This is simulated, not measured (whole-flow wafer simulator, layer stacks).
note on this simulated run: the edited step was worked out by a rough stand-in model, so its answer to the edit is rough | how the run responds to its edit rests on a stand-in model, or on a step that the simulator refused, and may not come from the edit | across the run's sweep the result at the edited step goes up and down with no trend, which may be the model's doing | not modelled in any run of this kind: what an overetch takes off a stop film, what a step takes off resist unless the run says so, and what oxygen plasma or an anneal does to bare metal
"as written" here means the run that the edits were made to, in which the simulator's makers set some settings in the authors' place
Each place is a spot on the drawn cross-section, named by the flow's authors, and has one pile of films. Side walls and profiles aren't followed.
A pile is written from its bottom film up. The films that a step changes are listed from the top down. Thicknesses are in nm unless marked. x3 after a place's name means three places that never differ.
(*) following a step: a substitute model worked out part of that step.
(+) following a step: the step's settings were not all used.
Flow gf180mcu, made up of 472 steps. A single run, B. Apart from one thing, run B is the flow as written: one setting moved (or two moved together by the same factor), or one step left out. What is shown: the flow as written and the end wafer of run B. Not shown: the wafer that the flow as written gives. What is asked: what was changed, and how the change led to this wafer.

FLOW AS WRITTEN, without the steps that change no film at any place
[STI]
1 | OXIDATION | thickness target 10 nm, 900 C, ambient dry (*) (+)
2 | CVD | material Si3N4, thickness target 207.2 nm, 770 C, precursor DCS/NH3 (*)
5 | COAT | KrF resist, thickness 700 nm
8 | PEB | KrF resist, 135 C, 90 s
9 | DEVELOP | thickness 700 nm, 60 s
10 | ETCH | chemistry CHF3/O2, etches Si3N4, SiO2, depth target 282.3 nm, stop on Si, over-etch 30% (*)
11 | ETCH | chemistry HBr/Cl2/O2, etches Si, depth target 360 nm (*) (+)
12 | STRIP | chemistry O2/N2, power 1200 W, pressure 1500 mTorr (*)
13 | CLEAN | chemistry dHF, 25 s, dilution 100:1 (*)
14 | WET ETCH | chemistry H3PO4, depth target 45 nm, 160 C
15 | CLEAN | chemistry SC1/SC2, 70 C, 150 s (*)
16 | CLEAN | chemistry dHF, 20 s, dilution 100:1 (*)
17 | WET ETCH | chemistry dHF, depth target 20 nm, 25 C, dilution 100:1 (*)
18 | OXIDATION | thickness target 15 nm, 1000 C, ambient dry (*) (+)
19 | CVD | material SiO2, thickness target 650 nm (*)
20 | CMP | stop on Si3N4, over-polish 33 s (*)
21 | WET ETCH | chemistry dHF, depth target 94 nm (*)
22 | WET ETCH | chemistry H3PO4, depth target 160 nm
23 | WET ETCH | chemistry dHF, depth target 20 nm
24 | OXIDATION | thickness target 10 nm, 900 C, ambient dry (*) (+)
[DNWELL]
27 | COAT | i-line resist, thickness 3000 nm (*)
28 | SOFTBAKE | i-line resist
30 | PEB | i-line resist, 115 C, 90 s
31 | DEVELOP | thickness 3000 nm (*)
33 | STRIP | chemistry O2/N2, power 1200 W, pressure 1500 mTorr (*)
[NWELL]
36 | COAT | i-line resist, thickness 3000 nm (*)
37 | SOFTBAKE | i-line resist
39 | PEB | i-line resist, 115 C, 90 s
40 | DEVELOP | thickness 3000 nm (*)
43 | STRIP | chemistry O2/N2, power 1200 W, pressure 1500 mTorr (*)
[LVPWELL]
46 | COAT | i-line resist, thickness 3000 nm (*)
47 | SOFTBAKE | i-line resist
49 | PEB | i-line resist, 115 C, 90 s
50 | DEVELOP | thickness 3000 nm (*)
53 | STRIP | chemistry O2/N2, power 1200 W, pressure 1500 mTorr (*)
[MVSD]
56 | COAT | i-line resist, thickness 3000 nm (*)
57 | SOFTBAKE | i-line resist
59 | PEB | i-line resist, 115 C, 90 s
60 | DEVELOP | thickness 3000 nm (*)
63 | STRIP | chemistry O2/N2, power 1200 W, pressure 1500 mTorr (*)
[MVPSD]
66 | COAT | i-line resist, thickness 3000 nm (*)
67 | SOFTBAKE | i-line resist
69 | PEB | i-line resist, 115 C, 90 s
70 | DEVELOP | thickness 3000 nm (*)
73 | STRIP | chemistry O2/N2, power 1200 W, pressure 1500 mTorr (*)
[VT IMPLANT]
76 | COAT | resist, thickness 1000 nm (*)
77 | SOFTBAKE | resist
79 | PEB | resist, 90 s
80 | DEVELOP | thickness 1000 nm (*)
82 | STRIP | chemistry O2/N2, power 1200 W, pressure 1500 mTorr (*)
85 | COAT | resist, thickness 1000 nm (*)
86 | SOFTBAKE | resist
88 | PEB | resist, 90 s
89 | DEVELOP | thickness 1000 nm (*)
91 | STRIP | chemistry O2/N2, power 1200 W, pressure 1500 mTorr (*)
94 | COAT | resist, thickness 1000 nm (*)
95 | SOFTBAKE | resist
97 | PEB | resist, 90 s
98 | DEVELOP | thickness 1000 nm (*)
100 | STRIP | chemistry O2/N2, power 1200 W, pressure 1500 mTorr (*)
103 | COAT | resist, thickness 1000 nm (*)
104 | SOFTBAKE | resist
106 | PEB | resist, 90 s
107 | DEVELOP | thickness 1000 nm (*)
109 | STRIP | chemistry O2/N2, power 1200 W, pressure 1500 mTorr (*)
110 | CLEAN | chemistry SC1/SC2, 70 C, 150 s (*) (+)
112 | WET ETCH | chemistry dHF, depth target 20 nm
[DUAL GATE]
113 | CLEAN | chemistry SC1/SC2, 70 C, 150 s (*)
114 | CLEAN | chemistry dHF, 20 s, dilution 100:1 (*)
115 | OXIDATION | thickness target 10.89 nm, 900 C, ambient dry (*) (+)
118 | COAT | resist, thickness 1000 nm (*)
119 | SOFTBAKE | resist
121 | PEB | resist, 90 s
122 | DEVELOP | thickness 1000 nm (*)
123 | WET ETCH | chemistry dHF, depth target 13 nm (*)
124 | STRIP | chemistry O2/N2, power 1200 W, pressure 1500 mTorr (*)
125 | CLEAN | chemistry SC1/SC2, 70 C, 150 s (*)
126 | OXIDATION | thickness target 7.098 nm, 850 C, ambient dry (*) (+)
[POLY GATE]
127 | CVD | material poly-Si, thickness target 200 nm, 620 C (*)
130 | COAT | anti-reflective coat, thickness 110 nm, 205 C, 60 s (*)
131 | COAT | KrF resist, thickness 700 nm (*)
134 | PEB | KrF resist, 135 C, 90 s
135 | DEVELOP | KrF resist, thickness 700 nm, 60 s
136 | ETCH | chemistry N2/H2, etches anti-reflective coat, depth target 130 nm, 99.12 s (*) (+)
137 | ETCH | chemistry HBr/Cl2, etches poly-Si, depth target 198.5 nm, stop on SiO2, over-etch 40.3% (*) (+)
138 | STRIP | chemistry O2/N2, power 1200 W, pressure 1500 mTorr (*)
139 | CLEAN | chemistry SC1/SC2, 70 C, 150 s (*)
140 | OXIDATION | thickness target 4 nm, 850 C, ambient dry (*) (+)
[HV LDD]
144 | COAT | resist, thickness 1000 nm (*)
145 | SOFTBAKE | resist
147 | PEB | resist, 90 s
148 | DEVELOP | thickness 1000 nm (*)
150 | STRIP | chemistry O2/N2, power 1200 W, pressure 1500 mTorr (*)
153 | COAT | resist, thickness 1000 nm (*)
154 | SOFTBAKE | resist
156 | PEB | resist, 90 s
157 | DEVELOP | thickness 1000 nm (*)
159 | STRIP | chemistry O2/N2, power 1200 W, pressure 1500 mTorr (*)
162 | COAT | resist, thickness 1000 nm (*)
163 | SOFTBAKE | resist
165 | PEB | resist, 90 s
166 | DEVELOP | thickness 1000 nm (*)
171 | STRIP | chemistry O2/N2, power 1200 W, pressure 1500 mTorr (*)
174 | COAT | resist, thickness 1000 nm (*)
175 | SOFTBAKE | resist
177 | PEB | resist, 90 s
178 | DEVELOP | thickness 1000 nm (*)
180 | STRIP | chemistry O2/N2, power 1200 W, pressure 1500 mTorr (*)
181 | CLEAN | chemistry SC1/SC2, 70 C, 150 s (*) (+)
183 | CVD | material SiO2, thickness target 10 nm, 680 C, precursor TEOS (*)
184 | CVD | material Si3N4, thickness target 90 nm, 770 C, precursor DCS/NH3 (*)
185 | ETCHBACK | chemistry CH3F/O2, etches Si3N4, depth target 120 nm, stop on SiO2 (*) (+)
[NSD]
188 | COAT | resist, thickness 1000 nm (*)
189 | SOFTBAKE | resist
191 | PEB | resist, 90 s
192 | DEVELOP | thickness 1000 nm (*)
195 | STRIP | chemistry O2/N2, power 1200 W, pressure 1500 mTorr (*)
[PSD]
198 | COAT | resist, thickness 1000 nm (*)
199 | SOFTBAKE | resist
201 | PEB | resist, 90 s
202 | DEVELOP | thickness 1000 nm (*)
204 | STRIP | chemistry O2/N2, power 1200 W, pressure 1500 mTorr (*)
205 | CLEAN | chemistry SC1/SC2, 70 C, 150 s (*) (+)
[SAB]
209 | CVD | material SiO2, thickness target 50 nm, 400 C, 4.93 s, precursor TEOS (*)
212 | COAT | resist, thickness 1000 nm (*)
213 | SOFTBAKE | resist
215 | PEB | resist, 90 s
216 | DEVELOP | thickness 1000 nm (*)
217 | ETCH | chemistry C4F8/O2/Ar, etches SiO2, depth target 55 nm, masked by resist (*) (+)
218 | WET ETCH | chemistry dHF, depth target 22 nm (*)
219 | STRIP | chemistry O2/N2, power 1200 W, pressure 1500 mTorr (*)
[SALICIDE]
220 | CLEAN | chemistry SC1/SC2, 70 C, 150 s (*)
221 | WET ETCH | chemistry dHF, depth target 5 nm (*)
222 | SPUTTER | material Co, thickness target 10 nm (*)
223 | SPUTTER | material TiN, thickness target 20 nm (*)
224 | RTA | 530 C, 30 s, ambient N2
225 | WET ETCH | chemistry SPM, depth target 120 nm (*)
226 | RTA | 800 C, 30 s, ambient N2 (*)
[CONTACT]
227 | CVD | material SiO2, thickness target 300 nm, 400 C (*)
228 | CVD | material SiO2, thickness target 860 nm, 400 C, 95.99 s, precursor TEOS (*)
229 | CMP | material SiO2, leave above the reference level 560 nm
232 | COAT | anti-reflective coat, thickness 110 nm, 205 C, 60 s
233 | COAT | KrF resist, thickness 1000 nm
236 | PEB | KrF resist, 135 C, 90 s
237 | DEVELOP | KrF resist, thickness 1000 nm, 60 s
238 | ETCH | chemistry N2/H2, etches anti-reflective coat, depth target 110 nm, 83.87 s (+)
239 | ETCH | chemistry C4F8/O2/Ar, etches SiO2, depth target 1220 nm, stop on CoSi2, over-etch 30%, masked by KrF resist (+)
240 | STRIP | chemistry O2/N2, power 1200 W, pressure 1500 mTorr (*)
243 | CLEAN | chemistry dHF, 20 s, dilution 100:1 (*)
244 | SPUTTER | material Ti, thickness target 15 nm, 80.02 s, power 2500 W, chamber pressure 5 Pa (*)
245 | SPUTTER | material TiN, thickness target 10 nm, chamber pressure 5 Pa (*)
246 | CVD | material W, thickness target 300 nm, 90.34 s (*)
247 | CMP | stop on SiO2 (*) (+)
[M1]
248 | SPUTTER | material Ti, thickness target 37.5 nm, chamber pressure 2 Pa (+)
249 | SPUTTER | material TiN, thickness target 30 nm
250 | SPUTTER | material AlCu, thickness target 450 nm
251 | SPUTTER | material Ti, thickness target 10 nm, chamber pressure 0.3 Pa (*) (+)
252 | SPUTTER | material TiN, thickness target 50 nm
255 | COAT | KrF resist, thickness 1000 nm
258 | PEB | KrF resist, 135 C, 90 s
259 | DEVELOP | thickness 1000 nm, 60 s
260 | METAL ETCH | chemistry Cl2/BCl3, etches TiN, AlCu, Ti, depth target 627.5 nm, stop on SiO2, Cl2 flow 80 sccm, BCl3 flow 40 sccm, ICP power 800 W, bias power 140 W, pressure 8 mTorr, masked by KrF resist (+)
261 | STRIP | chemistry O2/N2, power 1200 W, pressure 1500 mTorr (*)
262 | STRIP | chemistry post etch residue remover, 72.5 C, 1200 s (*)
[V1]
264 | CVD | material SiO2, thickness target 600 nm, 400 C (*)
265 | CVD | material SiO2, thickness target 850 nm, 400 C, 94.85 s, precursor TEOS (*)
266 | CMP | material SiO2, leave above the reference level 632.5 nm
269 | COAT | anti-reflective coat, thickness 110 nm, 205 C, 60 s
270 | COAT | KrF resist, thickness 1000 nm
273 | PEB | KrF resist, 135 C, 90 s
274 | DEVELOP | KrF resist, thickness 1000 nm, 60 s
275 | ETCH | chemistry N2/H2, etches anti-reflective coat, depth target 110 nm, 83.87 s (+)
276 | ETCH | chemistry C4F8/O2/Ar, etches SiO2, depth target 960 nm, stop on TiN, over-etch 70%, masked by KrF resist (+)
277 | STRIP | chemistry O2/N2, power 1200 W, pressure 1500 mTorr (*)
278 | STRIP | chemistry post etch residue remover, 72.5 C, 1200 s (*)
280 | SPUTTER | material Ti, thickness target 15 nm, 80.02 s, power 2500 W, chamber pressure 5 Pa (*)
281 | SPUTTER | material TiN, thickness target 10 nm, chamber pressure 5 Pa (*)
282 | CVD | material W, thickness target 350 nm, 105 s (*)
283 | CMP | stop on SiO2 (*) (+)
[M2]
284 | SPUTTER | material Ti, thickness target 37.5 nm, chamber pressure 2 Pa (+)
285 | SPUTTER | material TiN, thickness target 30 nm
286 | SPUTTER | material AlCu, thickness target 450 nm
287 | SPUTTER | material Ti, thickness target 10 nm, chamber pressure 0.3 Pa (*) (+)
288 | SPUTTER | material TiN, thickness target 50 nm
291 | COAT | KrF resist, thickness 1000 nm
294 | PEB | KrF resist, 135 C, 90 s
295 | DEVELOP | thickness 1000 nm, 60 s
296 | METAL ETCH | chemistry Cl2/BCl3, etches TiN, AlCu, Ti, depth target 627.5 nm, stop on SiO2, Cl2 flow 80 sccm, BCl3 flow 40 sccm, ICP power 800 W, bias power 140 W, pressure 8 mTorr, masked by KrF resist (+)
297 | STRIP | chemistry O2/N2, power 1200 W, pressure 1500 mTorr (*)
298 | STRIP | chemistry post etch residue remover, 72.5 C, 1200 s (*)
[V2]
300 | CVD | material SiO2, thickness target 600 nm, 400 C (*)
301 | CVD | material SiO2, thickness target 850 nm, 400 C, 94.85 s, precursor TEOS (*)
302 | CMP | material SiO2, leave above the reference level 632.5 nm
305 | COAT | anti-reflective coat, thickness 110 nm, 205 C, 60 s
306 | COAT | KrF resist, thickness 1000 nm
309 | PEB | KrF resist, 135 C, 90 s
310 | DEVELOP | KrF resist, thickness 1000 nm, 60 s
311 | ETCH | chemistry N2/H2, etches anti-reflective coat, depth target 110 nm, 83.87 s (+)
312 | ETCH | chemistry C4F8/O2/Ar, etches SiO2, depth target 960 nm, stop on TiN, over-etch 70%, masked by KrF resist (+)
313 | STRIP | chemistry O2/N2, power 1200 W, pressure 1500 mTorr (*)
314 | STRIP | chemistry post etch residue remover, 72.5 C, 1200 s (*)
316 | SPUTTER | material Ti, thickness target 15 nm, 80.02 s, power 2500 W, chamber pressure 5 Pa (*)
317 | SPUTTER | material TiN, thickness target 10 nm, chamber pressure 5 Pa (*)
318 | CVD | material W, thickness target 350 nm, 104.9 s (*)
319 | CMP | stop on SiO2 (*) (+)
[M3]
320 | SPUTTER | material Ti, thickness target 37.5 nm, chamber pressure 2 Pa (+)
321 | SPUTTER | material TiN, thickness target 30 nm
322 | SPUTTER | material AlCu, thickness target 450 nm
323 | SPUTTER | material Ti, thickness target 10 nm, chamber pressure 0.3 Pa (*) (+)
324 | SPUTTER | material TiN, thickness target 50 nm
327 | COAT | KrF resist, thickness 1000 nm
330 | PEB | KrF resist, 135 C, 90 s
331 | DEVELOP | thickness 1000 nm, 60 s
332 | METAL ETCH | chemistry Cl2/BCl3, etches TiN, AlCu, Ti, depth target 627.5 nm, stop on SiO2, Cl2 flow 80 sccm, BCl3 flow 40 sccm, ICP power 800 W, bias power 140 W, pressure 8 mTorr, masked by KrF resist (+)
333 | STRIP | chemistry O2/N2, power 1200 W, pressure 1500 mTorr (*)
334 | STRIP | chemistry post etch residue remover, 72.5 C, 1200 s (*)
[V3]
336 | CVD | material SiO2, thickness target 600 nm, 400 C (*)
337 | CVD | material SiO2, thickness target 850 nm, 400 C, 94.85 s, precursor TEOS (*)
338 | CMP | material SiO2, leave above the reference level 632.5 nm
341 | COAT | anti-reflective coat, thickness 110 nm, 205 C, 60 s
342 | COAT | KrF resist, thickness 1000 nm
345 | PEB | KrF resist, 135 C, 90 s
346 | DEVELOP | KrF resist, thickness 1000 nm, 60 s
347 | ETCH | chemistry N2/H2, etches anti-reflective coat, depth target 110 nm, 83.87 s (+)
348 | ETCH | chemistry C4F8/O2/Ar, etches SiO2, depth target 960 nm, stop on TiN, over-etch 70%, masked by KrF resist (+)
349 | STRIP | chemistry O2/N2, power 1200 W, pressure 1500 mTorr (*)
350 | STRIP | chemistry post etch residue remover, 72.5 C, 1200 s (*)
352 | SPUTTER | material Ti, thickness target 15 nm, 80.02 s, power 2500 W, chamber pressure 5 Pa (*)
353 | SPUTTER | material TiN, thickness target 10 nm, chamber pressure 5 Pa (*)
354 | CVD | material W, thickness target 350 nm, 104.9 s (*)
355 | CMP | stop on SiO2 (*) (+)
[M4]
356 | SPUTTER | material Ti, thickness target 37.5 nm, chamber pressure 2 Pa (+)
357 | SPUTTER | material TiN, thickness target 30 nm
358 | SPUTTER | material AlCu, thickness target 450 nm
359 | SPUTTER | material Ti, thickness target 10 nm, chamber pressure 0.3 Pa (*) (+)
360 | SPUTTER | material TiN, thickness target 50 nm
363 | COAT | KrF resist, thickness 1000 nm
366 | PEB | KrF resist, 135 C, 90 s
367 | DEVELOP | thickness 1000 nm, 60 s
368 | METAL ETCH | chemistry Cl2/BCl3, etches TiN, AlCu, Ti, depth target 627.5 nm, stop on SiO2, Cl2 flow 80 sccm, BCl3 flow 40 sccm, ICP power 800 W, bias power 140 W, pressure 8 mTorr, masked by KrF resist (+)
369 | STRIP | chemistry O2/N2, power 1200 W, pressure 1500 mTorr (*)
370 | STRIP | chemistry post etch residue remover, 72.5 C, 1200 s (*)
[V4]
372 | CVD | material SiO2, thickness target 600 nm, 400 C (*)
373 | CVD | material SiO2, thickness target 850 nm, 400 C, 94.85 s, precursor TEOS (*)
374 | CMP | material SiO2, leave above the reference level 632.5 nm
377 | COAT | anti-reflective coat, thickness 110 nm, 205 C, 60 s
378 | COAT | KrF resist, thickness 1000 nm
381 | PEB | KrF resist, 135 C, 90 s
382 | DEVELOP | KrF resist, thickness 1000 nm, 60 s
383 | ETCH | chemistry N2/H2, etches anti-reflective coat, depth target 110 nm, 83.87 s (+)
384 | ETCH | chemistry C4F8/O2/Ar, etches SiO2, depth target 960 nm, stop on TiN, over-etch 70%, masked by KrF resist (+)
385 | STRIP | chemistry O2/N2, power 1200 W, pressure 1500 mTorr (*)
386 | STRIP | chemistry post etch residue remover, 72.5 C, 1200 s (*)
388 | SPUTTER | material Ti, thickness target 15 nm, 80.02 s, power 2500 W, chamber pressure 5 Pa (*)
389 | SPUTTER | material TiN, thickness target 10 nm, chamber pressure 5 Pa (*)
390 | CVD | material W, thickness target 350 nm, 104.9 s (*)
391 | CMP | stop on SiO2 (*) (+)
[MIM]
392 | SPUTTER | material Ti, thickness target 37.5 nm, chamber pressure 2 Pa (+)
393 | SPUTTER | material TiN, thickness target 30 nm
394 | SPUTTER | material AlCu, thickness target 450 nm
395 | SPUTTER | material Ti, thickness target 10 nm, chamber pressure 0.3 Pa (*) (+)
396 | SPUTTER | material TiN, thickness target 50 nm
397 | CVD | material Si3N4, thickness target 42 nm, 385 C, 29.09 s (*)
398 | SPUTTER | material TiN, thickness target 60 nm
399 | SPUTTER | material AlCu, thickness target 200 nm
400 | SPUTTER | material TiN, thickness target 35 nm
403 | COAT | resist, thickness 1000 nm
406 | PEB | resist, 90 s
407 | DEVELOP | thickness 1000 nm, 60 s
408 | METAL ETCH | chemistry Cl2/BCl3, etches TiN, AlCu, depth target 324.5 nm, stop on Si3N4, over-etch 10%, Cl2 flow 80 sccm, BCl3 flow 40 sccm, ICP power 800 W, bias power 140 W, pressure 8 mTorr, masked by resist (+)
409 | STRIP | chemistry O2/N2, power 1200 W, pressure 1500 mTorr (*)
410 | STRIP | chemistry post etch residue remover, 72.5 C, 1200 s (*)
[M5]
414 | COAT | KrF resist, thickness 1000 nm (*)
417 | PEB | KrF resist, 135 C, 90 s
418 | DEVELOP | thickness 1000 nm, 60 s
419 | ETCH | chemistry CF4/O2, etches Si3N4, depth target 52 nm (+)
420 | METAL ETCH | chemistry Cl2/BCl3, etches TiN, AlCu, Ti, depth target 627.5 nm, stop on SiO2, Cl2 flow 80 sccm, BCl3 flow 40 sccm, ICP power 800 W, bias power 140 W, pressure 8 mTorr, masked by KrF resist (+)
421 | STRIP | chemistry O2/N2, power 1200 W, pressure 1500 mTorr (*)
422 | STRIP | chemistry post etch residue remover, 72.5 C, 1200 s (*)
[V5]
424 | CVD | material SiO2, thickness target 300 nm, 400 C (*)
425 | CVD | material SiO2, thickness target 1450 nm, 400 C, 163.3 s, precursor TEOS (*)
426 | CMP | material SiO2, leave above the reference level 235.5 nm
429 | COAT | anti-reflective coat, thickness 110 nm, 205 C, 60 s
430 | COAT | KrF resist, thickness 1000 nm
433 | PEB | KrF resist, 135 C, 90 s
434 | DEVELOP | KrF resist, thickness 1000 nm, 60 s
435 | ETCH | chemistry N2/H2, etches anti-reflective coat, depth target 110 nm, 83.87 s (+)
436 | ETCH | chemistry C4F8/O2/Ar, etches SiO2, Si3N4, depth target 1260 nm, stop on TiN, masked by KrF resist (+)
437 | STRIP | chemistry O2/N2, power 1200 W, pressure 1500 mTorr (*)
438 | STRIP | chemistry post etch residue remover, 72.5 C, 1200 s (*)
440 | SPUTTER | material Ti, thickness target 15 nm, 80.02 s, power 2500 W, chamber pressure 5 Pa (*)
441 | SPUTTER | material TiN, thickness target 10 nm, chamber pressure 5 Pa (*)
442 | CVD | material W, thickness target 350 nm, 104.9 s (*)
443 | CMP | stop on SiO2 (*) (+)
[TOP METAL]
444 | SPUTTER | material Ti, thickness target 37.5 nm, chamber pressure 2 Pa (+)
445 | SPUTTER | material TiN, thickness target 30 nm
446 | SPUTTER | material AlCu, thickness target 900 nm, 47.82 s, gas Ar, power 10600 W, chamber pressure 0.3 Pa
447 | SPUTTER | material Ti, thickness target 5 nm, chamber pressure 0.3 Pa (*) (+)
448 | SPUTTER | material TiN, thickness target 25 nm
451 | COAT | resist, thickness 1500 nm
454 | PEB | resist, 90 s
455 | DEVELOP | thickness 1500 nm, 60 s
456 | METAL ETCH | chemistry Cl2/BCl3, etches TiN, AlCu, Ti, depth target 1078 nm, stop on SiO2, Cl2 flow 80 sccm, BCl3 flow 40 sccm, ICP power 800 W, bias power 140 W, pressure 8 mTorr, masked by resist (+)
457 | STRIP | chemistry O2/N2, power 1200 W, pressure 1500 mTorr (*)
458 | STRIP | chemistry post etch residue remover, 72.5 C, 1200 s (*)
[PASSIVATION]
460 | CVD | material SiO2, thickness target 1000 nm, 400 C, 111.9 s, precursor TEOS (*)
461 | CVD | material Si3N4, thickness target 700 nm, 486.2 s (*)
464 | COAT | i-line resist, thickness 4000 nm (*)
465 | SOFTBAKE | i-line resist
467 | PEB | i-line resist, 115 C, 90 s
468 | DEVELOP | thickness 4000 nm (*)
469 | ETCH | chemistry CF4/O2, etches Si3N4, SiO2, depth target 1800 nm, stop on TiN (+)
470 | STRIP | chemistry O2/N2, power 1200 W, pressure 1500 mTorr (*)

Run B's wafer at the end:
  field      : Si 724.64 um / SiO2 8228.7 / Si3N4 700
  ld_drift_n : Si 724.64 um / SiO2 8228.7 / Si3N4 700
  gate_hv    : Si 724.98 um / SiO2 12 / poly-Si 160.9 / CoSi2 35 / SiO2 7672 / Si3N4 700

What caused this: step 126, OXIDATION: thickness target 2.839 nm was run, while the flow as written has thickness target 7.098 nm.

Step by step, how the change led to this:
  126 | OXIDATION | thickness target 7.098 nm, 850 C, ambient dry (*) (+)
      gate_hv, active_hv, active_nat and 25 more: +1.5 SiO2, -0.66 Si (in the flow as written it would be: +3.72 SiO2, -1.64 Si)
      active, n_well, p_well and 12 more: +2.84 SiO2 (new film), -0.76 chemical SiO2 (all of it), -0.92 Si (in the flow as written it would be: +7.1 SiO2 (new film), -0.76 chemical SiO2 (all of it), -2.79 Si)
  140 | OXIDATION | thickness target 4 nm, 850 C, ambient dry (*) (+)
      active, n_well, p_well and 10 more: +1.9 SiO2, -0.84 Si (in the flow as written it would be: +1.17 SiO2, -0.51 Si)
  189 | SOFTBAKE | resist
      field__w9: -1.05 resist (in the flow as written it would be: +1.85 resist)
      active_hv: +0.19 resist (in the flow as written it would be: +0.78 resist)
      (and at 1 other place as well)
  199 | SOFTBAKE | resist
      field__w9: -1.05 resist (in the flow as written it would be: +1.85 resist)
      active_hv: +0.19 resist (in the flow as written it would be: +0.78 resist)
      (and at 1 other place as well)
  218 | WET ETCH | chemistry dHF, depth target 22 nm (*)
      active, p_well, sd_n, iso_ptap_pw, iso_ntap_nw, iso_ptap_sub, vpnp_e: -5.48 SiO2 (all of it) (in the flow as written it would be: -9.01 SiO2 (all of it))
      ldn_tap, ldn_src, ldn_drn, ldp_tap, ldp_src, ldp_drn, ldp_gr: -13.9 SiO2 (all of it) (in the flow as written it would be: -16 SiO2 (all of it))
      (and at 9 other places as well)
  223 | SPUTTER | material TiN, thickness target 20 nm (*)
      field__w12: +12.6 TiN (new film) (in the flow as written it would be: +12 TiN (new film))
  225 | WET ETCH | chemistry SPM, depth target 120 nm (*)
      field__w12: -12.6 TiN (all of it), -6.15 Co (all of it) (in the flow as written it would be: -12 TiN (all of it), -6.15 Co (all of it))
